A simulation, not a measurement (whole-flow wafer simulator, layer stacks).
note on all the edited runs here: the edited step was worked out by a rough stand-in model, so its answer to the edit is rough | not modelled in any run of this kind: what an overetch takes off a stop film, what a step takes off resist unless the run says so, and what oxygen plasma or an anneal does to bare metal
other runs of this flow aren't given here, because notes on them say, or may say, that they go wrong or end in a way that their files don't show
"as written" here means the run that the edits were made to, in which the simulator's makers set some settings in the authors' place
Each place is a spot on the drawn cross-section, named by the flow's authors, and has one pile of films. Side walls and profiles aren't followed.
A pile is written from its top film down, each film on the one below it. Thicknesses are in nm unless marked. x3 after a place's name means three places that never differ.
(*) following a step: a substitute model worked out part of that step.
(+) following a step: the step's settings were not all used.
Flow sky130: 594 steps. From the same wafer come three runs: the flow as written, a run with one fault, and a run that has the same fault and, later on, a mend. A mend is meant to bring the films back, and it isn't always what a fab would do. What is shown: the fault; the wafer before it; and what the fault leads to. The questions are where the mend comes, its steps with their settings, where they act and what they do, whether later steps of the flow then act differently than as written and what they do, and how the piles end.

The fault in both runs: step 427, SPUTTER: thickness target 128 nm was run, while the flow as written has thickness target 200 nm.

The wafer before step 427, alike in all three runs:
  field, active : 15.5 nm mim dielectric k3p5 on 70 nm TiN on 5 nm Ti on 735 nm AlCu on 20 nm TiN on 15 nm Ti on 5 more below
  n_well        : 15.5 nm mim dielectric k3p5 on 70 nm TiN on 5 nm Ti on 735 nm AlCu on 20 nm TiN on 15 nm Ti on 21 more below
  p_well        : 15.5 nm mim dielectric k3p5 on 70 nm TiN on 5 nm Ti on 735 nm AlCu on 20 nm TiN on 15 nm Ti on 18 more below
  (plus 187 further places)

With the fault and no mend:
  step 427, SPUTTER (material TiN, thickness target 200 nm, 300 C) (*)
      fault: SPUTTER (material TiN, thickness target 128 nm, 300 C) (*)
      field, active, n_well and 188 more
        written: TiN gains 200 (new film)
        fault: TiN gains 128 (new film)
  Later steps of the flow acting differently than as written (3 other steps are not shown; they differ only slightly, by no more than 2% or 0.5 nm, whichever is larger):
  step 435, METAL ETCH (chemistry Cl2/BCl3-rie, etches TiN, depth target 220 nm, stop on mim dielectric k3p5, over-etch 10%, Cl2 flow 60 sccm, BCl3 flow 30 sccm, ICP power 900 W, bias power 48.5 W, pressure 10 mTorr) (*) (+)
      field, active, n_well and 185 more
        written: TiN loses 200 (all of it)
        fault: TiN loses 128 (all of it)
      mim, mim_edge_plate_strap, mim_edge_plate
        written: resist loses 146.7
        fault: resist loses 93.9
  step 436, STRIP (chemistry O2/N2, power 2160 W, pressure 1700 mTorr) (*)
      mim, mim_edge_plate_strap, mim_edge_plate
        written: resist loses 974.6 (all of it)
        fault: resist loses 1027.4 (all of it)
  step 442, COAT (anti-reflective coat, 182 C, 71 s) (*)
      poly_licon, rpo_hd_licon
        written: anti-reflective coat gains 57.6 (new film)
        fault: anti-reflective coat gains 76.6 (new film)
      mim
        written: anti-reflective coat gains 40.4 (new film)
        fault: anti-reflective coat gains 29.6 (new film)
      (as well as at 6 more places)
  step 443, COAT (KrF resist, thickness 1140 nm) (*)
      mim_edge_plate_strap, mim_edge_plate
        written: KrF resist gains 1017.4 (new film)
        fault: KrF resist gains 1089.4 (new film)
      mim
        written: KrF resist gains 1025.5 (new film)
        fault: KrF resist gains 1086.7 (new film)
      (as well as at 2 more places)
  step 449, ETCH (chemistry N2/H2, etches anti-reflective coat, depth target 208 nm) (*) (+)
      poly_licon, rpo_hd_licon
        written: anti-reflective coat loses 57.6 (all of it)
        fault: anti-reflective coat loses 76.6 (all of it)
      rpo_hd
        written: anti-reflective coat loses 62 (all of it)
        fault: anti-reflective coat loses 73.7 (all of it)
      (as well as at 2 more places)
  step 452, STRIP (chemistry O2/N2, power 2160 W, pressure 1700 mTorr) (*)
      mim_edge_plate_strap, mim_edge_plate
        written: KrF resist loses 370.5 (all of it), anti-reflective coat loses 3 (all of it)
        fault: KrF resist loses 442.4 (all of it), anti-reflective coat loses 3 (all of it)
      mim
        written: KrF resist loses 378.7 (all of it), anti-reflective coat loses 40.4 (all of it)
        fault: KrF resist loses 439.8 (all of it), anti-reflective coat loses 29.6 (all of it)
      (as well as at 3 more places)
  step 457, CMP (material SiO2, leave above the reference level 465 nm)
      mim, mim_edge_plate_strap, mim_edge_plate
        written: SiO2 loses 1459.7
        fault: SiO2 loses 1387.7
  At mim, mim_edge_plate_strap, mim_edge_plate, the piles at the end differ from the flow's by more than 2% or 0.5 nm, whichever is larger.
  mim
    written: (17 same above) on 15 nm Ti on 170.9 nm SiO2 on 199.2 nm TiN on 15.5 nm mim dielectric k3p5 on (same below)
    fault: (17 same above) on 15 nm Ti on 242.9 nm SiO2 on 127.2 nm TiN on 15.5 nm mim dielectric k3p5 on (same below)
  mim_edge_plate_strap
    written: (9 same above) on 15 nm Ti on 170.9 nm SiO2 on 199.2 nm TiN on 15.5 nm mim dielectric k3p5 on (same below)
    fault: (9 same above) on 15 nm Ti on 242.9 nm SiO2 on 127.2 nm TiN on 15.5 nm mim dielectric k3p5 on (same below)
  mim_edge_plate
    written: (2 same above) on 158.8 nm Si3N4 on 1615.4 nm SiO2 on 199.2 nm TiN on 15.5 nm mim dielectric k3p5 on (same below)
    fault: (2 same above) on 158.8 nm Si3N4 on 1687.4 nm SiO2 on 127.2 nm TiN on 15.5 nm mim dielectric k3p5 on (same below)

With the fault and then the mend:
  After step 427 comes the mend.
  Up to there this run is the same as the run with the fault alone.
  step 427a, SPUTTER (material TiN, thickness target 72 nm, 300 C) (*) (the flow's step 427, run once more with other settings)
      field, active, n_well and 188 more
        TiN gains 72
  Later steps of the flow that are run all act as written at every place that is followed.
  The piles end the same as the flow's at every place that both follow.
